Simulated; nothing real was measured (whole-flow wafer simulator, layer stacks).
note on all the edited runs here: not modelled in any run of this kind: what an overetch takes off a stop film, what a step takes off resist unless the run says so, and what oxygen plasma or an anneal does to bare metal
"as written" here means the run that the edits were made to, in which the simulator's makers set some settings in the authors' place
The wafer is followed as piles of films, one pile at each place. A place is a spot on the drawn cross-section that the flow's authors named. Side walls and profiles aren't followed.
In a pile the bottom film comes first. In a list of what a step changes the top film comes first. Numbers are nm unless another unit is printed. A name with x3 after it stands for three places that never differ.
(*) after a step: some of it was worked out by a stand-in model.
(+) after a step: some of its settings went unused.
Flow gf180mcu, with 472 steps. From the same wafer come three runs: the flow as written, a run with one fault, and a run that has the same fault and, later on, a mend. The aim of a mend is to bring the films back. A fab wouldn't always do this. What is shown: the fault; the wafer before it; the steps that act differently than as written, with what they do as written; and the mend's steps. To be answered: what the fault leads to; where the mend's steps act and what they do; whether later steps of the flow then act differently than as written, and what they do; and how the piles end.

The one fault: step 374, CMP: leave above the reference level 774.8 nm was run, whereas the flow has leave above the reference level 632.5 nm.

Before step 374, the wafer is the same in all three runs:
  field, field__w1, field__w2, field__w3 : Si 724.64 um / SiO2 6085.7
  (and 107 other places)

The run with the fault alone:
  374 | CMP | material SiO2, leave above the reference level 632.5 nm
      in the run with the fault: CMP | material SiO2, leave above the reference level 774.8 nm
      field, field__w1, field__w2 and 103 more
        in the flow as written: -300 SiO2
        in the run with the fault: -157.7 SiO2
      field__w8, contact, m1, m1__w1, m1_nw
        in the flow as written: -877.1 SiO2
        in the run with the fault: -734.8 SiO2
  Steps later in the flow that act otherwise than as written:
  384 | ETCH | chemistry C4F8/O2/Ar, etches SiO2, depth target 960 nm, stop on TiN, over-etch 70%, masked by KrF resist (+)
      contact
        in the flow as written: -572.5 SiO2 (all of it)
        in the run with the fault: -714.8 SiO2 (all of it)
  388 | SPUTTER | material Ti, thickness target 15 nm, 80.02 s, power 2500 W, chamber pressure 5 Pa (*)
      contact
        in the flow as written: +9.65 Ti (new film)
        in the run with the fault: +8.89 Ti (new film)
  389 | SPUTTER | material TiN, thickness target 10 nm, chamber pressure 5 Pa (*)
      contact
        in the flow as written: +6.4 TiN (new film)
        in the run with the fault: +5.89 TiN (new film)
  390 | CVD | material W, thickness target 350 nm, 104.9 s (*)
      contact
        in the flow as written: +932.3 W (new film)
        in the run with the fault: +1075.9 W (new film)
  At field__w4, field__w8, contact and 9 more, the piles at the end differ from the flow's by more than 2% or 0.5 nm, whichever is larger.
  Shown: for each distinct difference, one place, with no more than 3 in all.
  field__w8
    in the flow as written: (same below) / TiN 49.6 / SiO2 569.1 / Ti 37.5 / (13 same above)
    in the run with the fault: (same below) / TiN 49.6 / SiO2 711.4 / Ti 37.5 / (13 same above)
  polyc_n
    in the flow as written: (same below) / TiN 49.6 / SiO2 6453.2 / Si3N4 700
    in the run with the fault: (same below) / TiN 49.6 / SiO2 6595.5 / Si3N4 700
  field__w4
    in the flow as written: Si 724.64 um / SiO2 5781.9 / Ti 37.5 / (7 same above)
    in the run with the fault: Si 724.64 um / SiO2 5924.2 / Ti 37.5 / (7 same above)

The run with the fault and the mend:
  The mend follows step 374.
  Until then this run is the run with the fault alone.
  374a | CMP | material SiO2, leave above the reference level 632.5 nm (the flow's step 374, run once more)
      field, field__w1, field__w2 and 108 more
        -142.3 SiO2
  Every later step of the flow that is run acts as written at every place that is followed.
  The piles end the same as the flow's at every place that both follow.
